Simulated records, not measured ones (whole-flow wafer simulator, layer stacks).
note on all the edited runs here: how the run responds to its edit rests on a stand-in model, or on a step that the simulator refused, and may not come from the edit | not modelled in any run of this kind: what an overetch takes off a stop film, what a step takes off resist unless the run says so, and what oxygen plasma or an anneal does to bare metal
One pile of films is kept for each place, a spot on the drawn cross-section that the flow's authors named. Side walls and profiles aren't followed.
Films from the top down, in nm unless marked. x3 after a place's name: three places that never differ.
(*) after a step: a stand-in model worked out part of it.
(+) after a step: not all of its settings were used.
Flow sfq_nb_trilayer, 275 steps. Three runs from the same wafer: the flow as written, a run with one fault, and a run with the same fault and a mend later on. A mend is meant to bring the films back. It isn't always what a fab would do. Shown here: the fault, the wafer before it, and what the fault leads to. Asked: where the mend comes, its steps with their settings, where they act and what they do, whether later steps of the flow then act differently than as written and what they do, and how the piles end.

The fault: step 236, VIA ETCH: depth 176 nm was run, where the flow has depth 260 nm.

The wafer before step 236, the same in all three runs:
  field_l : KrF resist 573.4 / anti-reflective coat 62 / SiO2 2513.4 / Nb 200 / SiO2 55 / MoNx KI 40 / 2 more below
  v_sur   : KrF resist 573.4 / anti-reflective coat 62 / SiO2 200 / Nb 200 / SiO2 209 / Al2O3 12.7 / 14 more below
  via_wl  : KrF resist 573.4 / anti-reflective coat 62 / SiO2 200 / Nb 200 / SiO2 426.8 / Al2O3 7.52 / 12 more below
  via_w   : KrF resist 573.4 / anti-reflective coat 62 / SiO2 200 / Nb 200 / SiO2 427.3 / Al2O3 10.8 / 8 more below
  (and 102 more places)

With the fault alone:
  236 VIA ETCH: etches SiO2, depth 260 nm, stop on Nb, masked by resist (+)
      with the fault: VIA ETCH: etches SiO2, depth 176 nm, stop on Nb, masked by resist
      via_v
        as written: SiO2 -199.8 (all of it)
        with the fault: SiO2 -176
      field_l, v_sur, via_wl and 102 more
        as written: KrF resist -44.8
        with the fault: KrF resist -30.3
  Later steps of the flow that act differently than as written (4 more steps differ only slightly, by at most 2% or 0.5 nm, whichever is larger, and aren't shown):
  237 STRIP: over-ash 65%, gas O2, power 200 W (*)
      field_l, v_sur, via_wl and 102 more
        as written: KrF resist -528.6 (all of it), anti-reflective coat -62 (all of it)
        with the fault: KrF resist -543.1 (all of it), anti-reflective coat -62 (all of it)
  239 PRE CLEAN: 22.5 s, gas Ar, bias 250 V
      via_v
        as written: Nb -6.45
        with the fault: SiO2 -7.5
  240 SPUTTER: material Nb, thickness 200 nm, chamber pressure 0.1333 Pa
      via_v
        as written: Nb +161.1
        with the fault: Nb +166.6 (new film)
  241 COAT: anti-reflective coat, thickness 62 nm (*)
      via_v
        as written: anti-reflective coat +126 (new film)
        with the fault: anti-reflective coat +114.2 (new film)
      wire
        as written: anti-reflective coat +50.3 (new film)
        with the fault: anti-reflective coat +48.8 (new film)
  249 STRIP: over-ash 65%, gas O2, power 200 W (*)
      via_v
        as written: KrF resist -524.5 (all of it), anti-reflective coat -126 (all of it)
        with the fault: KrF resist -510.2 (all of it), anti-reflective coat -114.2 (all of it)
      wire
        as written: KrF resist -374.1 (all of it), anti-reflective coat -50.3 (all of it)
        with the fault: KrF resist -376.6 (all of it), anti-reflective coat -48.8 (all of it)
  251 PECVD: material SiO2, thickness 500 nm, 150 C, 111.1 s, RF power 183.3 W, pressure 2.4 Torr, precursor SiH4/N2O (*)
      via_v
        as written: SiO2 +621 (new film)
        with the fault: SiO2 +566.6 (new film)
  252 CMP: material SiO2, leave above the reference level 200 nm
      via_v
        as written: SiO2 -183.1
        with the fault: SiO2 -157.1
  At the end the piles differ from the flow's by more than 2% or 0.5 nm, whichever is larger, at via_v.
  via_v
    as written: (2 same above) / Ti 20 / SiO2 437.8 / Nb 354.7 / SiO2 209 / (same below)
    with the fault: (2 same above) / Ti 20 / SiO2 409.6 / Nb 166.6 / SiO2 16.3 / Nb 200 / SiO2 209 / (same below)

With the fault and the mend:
  The mend comes after step 237.
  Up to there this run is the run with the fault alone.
  237a COAT: anti-reflective coat, thickness 62 nm (*) (the flow's step 229 once more)
      p4_fl x3, p4_w1 x9, p4_g1 x2 and 63 more
        anti-reflective coat +62 (new film)
      moat, field_r, lsp_l and 6 more
        anti-reflective coat +61.8 (new film)
      be_r, r_sur, res, r_end
        anti-reflective coat +61.7 (new film)
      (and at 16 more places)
  237b COAT: KrF resist, thickness 650 nm (*) (the flow's step 230 once more)
      p4_fl x3, p4_w1 x9, p4_g1 x2 and 63 more
        KrF resist +650 (new film)
      lsp_l, ln_m5, lsp_m, ln_m6, lsp_r, l0_sur, l0v
        KrF resist +649.6 (new film)
      r_end, moat, field_r
        KrF resist +649.5 (new film)
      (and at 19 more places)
  237c SOFTBAKE: KrF resist (the flow's step 231 once more)
      changes no film at any place that is followed
  237d EXPOSE: photomask I6, dose 11.91 mJ/cm2, NA 0.6, wavelength 248 nm (*) (the flow's step 232 once more)
      changes no film at any place that is followed
  237e PEB: KrF resist, 90 s (the flow's step 233 once more)
      ce_r, sp_r, be_r and 89 more
        KrF resist -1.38
      field_l, v_sur, via_wl and 8 more
        KrF resist -1.37
      via_wr, be
        KrF resist -1.36
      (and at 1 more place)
  237f DEVELOP: KrF resist, thickness 650 nm, 60 s (the flow's step 234 once more)
      field_l, v_sur, via_wl and 102 more
        KrF resist -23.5
      via_v
        KrF resist -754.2 (all of it)
  237g VIA ETCH: etches anti-reflective coat, depth 125 nm, masked by resist (+) (the flow's step 235 once more)
      field_l, v_sur, via_wl and 102 more
        KrF resist -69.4
      via_v
        anti-reflective coat -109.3 (all of it)
  237h VIA ETCH: etches SiO2, depth 84 nm, stop on Nb, masked by resist (+) (the flow's step 236 once more, with other settings)
      field_l, v_sur, via_wl and 102 more
        KrF resist -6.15
      via_v
        SiO2 -23.8 (all of it)
  237i STRIP: over-ash 65%, gas O2, power 200 W (*) (the flow's step 237 once more)
      p4_fl x3, p4_w1 x9, p4_g1 x2 and 63 more
        KrF resist -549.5 (all of it), anti-reflective coat -62 (all of it)
      field_r, lsp_l, ln_m5, lsp_m, ln_m6, lsp_r, l0_sur, l0v
        KrF resist -549.1 (all of it), anti-reflective coat -61.8 (all of it)
      r_sur, res
        KrF resist -548.9 (all of it), anti-reflective coat -61.7 (all of it)
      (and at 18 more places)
  No later step of the flow acts differently than as written, at any place that is followed, by more than 2% or 0.5 nm, whichever is larger.
  At the end the piles are the same as the flow's at every place that both follow.
